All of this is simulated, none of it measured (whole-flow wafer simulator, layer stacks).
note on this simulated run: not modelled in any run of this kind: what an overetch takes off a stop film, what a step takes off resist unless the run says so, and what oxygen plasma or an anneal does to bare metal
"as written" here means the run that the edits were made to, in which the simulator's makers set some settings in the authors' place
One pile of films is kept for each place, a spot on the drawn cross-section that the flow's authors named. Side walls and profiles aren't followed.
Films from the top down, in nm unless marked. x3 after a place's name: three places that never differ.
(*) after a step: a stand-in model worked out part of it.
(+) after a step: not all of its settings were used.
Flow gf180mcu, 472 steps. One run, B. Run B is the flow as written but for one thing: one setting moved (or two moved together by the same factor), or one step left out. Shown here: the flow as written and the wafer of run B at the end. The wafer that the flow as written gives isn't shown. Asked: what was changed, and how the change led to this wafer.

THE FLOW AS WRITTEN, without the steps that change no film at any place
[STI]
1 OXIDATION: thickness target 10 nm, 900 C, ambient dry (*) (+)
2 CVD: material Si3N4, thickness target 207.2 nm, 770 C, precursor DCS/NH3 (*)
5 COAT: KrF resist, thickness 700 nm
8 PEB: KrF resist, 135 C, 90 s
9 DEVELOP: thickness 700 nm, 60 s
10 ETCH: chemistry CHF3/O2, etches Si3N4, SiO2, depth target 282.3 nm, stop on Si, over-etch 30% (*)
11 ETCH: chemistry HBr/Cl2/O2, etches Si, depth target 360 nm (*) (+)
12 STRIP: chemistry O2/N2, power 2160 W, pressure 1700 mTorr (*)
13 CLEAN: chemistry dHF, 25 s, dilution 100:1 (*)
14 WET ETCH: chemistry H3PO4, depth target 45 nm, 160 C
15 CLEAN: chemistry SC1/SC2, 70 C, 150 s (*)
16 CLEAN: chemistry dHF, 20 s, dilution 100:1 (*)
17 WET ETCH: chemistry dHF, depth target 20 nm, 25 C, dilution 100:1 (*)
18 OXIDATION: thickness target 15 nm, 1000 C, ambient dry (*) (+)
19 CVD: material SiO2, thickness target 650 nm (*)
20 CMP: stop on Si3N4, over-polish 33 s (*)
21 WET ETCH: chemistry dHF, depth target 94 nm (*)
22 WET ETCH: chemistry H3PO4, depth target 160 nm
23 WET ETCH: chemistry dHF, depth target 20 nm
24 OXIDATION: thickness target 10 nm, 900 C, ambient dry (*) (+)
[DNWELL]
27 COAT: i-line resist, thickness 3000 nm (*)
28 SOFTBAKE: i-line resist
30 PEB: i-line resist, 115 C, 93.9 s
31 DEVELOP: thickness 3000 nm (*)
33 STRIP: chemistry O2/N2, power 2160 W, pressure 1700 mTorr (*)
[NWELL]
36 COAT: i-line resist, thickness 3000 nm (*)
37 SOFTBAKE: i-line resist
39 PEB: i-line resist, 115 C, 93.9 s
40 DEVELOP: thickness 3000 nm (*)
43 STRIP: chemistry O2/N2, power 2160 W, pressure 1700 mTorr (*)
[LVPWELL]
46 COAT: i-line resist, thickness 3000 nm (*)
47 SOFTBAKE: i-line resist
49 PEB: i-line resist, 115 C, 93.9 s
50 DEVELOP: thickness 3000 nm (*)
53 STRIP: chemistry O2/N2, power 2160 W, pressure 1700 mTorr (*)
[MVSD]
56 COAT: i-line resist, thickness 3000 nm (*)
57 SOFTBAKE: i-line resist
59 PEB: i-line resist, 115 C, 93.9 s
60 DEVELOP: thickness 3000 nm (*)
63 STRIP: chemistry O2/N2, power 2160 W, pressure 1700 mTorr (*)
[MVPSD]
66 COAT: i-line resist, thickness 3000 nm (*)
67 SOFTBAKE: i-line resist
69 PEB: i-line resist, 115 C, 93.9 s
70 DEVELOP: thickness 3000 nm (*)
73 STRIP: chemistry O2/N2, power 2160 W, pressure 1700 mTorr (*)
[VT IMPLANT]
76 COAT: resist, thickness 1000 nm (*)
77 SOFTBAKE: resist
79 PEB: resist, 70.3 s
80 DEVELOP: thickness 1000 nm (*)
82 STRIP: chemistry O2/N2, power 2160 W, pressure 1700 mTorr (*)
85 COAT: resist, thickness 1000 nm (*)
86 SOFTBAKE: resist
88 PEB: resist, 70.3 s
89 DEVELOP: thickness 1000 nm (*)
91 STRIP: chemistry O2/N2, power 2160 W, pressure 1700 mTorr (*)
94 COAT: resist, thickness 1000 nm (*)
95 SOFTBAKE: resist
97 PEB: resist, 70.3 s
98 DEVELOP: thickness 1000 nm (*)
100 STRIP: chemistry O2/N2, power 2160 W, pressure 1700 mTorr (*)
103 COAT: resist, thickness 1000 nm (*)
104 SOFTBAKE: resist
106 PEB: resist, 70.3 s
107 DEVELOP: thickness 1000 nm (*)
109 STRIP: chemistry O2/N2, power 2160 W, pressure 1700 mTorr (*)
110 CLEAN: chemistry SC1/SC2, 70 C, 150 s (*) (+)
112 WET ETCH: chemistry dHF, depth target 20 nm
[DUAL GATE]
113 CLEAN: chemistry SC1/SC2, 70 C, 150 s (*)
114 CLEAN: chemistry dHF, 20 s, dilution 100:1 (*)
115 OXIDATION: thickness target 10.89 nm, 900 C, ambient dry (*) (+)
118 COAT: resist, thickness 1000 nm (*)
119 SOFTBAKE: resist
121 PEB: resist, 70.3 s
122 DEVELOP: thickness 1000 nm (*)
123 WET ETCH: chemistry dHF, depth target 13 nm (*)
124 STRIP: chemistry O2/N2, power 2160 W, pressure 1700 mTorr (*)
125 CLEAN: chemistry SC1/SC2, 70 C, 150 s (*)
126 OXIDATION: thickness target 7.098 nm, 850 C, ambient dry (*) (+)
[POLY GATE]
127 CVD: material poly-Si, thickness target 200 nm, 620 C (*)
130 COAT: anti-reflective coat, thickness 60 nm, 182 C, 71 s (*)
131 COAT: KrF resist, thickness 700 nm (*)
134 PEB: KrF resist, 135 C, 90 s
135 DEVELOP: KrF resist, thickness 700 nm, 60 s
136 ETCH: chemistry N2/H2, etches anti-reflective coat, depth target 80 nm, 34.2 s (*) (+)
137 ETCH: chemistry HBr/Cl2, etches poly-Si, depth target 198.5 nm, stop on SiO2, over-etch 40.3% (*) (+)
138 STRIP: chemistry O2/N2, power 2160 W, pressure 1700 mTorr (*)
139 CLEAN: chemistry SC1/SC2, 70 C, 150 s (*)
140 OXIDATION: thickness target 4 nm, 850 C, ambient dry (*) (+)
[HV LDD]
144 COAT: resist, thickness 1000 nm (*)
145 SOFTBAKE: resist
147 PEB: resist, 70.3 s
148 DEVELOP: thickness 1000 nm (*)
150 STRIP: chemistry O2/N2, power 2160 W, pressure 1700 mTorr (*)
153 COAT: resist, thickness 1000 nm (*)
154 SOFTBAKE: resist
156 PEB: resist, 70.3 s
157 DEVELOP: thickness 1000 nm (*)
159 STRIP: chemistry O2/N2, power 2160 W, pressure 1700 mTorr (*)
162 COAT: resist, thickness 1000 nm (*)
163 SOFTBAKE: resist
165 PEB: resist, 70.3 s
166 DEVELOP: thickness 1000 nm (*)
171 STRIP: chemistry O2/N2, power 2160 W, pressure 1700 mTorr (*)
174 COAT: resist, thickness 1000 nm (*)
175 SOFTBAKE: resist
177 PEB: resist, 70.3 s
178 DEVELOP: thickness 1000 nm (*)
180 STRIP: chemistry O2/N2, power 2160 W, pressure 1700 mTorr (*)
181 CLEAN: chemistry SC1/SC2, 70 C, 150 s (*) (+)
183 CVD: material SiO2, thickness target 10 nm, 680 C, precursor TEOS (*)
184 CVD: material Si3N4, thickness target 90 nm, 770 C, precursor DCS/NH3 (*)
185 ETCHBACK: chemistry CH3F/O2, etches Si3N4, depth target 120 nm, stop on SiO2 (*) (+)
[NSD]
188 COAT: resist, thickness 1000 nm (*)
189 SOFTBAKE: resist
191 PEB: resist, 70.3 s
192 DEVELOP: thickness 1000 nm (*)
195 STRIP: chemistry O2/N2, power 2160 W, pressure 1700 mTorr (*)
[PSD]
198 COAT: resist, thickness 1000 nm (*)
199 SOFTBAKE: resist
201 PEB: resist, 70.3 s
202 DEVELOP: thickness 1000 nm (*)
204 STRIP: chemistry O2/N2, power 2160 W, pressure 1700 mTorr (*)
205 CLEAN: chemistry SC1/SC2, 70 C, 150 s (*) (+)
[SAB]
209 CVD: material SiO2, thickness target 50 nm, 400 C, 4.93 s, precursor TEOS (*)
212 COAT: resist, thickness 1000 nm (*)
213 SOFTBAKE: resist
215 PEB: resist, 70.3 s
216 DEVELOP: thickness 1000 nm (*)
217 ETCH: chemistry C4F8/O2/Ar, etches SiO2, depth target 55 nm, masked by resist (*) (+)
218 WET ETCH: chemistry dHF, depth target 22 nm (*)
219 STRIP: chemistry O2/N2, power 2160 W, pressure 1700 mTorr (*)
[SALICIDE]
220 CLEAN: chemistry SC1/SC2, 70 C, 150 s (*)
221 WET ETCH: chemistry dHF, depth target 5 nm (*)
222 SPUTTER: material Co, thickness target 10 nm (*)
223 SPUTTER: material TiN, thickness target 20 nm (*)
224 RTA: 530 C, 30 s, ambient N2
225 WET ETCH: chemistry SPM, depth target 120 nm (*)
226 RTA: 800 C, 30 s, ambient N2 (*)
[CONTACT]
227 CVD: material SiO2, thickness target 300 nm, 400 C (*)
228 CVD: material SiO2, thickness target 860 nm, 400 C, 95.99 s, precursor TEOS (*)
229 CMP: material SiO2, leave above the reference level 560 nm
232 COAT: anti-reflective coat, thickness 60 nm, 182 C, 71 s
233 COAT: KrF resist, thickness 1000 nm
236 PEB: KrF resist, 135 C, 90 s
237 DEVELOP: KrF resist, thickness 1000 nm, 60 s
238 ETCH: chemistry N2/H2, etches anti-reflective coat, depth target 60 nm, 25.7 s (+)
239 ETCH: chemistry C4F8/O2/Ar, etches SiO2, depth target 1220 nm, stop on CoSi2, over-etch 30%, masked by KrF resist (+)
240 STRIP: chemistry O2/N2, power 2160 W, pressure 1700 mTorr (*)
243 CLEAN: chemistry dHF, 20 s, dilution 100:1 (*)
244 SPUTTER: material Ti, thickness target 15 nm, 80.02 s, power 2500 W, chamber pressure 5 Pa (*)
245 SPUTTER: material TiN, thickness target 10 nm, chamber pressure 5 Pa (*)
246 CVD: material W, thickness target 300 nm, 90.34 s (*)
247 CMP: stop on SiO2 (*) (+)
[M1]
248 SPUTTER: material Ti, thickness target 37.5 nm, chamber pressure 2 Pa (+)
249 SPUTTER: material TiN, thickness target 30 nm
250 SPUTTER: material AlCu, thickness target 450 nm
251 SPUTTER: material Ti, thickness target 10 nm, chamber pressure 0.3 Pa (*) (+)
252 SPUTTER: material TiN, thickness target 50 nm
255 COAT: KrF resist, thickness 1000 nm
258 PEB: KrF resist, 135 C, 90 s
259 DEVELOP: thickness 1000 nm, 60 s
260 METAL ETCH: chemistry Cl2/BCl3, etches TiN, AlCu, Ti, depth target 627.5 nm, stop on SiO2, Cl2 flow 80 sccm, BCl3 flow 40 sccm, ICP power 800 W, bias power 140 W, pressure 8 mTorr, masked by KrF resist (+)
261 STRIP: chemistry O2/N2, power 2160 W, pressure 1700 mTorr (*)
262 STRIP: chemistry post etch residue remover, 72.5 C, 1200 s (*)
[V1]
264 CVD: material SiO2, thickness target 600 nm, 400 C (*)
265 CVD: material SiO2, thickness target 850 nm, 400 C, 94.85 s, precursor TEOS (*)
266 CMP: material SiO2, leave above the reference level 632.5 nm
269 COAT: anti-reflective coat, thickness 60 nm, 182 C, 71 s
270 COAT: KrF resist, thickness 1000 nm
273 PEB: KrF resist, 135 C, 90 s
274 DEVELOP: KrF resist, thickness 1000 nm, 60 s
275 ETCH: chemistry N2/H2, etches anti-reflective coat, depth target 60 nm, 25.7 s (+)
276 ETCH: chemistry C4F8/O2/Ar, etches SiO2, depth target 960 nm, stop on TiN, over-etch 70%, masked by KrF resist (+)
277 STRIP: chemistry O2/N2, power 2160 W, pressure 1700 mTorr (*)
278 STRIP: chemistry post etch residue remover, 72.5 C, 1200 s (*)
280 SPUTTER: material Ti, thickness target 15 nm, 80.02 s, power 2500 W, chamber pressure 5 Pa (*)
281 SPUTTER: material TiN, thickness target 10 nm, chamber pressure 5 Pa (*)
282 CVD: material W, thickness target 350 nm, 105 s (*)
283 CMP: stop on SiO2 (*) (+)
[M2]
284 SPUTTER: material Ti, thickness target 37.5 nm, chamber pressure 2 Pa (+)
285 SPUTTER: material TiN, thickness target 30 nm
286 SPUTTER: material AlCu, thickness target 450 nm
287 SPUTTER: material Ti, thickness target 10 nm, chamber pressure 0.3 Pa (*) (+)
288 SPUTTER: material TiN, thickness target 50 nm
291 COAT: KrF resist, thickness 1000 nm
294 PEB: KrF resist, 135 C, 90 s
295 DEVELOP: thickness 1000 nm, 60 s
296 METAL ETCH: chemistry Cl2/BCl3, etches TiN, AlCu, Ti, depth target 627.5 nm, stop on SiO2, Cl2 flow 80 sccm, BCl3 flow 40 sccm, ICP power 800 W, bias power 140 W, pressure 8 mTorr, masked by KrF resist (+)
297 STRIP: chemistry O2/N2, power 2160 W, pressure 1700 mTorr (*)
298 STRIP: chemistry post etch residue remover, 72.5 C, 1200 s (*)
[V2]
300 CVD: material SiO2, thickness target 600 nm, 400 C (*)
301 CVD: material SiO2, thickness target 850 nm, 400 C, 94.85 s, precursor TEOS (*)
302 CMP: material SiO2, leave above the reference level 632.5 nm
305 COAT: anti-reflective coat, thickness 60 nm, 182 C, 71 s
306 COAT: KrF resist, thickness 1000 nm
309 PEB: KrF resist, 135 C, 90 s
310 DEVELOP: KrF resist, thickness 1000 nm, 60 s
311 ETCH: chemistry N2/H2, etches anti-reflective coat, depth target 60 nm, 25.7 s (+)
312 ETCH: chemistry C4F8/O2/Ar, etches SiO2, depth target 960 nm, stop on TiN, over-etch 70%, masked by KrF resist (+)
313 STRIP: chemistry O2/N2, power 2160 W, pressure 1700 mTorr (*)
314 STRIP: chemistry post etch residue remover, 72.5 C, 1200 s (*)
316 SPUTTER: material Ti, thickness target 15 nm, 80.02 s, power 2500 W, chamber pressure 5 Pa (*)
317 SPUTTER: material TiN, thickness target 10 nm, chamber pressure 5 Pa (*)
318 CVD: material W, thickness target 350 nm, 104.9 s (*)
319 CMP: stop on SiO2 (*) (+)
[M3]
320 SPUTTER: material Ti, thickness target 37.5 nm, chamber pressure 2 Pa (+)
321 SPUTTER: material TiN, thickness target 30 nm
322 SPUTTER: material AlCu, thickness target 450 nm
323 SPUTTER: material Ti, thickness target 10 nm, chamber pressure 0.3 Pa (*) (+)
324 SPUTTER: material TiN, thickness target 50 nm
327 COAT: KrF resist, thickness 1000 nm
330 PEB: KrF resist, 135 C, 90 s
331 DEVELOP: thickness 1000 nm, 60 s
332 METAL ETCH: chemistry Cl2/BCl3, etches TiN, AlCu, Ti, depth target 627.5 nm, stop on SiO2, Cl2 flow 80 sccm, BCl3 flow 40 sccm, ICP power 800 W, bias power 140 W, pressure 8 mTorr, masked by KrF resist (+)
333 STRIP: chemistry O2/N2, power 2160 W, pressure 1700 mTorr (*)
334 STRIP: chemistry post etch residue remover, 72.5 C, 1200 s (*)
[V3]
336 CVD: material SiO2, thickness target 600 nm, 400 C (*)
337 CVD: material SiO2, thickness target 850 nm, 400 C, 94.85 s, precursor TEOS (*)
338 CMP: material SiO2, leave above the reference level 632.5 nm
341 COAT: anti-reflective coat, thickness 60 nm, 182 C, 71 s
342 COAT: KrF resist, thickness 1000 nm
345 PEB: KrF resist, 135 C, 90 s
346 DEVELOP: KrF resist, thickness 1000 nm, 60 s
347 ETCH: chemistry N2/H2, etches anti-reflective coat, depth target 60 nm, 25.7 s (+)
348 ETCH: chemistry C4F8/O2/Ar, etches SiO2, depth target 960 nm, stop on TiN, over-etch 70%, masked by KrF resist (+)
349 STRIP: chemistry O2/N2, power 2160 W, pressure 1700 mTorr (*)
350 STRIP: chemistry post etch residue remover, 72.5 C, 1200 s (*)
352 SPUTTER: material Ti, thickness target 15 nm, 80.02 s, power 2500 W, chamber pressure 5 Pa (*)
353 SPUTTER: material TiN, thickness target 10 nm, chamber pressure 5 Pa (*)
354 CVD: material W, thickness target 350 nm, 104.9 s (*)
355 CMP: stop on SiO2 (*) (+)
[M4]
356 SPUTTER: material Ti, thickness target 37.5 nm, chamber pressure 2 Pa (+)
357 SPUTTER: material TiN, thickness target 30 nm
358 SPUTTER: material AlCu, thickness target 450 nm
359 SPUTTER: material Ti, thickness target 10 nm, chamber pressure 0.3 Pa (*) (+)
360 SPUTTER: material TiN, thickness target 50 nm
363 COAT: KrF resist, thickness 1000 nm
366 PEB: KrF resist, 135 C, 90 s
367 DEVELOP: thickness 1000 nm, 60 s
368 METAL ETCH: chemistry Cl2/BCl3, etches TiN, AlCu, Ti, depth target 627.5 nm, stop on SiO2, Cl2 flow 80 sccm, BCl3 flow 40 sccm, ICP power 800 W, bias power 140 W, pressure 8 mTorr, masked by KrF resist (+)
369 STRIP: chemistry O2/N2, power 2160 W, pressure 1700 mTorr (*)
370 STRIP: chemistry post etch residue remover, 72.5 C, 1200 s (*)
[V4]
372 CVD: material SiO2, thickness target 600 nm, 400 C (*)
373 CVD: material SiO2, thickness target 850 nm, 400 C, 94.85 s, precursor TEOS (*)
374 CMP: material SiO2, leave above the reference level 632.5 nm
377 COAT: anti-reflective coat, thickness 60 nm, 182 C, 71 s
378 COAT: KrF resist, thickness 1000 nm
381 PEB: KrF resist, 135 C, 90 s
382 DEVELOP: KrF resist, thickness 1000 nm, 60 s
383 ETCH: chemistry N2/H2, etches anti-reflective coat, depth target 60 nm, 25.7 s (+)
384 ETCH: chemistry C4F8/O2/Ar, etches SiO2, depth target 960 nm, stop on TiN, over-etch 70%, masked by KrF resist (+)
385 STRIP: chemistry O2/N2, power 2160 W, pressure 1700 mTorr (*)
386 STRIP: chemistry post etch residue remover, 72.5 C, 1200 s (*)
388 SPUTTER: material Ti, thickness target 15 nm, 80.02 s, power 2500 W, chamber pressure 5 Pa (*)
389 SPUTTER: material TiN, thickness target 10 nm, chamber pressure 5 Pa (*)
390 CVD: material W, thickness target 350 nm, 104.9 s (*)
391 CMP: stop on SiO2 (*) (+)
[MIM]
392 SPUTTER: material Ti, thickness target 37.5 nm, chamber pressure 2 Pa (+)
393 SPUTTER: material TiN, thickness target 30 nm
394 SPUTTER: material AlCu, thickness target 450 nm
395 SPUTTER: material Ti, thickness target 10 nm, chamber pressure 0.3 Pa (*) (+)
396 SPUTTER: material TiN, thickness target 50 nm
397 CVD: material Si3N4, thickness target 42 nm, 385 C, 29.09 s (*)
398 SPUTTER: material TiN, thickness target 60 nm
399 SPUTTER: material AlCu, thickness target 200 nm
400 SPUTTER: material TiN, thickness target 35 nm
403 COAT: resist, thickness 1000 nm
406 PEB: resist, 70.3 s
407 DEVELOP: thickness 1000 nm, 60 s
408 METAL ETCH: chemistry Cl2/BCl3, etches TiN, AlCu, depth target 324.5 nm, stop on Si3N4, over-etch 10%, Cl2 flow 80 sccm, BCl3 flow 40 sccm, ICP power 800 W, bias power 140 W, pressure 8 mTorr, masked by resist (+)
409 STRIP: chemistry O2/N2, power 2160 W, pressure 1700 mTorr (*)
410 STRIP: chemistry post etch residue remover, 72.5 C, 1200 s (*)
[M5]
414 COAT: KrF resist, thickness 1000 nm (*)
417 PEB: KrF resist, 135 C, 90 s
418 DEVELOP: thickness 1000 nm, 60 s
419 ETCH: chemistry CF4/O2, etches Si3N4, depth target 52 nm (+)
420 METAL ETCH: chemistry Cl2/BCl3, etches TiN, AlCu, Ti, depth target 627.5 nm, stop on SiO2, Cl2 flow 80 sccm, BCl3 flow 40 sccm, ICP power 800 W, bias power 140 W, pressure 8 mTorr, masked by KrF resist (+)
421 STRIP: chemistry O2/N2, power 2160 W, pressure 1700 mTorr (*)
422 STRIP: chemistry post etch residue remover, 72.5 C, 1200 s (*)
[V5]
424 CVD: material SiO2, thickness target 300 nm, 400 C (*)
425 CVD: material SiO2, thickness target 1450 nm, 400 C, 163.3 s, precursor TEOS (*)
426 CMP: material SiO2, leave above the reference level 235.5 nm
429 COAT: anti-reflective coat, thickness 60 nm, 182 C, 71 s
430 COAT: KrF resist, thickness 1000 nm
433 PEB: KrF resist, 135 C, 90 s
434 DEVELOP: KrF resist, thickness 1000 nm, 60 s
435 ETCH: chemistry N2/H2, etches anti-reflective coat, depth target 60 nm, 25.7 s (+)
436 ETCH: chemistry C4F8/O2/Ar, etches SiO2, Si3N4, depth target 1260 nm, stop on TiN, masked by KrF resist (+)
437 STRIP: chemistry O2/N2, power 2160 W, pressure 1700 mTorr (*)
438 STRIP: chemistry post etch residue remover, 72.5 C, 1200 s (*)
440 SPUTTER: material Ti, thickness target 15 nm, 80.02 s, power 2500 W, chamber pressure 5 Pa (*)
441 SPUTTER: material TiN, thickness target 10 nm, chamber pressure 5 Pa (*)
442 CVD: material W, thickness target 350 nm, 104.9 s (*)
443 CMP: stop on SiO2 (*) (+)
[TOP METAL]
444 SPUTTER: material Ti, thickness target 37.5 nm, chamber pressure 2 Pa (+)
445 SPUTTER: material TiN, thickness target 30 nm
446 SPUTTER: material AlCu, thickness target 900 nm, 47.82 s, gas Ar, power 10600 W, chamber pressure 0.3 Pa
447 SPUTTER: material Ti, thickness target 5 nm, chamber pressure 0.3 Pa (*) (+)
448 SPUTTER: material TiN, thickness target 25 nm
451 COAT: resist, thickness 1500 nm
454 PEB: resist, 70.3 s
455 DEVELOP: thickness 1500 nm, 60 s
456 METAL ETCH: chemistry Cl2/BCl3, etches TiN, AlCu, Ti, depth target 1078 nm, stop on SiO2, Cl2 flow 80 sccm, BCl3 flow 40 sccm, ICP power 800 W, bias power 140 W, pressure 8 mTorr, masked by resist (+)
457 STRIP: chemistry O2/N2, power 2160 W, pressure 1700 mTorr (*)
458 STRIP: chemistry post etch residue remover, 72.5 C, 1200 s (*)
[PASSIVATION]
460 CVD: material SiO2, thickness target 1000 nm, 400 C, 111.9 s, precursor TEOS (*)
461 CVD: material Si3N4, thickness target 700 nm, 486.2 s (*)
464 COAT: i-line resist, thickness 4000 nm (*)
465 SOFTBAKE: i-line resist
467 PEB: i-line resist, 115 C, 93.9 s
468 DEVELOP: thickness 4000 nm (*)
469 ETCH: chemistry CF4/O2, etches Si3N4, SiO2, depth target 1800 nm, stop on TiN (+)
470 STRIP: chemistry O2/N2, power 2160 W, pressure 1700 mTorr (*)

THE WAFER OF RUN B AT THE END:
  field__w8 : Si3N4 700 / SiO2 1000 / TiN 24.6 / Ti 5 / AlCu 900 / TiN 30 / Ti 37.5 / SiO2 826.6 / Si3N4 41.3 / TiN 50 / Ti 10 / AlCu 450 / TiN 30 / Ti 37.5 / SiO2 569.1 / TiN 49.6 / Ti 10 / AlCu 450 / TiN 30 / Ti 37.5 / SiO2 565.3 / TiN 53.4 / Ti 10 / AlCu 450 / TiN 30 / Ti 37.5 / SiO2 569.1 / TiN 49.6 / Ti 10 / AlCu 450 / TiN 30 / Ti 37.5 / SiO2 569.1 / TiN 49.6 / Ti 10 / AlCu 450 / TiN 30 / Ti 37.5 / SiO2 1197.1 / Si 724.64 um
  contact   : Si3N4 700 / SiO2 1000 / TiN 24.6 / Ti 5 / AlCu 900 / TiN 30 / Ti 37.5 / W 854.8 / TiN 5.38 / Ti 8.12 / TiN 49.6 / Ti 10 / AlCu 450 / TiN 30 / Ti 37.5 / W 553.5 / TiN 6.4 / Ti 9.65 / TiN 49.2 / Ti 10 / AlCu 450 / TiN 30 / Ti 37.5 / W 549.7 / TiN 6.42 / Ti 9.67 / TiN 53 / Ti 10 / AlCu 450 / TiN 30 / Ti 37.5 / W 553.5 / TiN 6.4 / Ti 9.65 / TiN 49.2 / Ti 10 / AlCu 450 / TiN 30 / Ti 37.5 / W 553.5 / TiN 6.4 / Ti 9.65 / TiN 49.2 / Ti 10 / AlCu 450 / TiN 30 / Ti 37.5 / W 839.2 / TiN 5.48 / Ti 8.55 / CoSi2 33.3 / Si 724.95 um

The cause: step 324, SPUTTER: thickness target 53.8 nm was run, where the flow has thickness target 50 nm.

How the change led to this, step by step:
  324 SPUTTER: material TiN, thickness target 50 nm
      field, field__w1, field__w2 and 108 more: TiN +53.8 (new film) (as written it would be: TiN +50 (new film))
  332 METAL ETCH: chemistry Cl2/BCl3, etches TiN, AlCu, Ti, depth target 627.5 nm, stop on SiO2, Cl2 flow 80 sccm, BCl3 flow 40 sccm, ICP power 800 W, bias power 140 W, pressure 8 mTorr, masked by KrF resist (+)
      field, field__w1, field__w2 and 103 more: TiN -53.8 (all of it), Ti -10 (all of it), AlCu -450 (all of it), TiN -30 (all of it), Ti -37.5 (all of it) (as written it would be: TiN -50 (all of it), Ti -10 (all of it), AlCu -450 (all of it), TiN -30 (all of it), Ti -37.5 (all of it))
